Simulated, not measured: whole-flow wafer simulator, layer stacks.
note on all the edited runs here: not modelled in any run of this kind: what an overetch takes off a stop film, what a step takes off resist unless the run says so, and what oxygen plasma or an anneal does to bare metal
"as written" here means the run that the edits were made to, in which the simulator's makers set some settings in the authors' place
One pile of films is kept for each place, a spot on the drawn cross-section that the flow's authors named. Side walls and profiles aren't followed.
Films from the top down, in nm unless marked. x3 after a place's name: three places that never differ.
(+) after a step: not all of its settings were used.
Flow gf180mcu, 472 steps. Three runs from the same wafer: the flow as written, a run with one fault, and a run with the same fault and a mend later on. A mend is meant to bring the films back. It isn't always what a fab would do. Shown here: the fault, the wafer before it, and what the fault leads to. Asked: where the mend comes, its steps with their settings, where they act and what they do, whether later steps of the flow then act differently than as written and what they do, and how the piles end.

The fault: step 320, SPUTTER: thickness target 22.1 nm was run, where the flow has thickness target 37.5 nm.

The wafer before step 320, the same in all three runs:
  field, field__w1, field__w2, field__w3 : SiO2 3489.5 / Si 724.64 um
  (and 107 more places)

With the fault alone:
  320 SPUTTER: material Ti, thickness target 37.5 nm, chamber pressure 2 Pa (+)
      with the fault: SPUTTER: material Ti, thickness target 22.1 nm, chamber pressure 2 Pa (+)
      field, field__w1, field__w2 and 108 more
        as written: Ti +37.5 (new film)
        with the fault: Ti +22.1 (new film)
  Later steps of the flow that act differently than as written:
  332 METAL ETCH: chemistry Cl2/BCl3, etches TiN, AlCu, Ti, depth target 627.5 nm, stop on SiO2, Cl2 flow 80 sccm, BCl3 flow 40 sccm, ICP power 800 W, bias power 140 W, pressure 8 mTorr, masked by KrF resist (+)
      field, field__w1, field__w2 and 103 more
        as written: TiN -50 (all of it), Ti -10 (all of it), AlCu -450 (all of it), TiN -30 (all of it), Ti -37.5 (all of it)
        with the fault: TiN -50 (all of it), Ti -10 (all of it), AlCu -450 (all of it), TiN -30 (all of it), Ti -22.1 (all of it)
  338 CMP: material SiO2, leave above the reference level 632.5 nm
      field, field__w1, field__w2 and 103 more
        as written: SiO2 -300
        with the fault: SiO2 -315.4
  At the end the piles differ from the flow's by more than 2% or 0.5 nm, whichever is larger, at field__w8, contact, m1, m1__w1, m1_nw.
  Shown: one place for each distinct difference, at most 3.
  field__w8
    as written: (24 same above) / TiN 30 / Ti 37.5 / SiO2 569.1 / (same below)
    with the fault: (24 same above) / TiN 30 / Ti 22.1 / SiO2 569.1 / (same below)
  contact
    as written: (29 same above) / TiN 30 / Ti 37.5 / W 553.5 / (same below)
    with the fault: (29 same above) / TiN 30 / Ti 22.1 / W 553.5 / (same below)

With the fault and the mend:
  The mend comes after step 320.
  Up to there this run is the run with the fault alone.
  320a SPUTTER: material Ti, thickness target 15.4 nm, chamber pressure 2 Pa (+) (the flow's step 320 once more, with other settings)
      field, field__w1, field__w2 and 108 more
        Ti +15.4
  No later step of the flow acts differently than as written at any place that is followed.
  At the end the piles are the same as the flow's at every place that both follow.
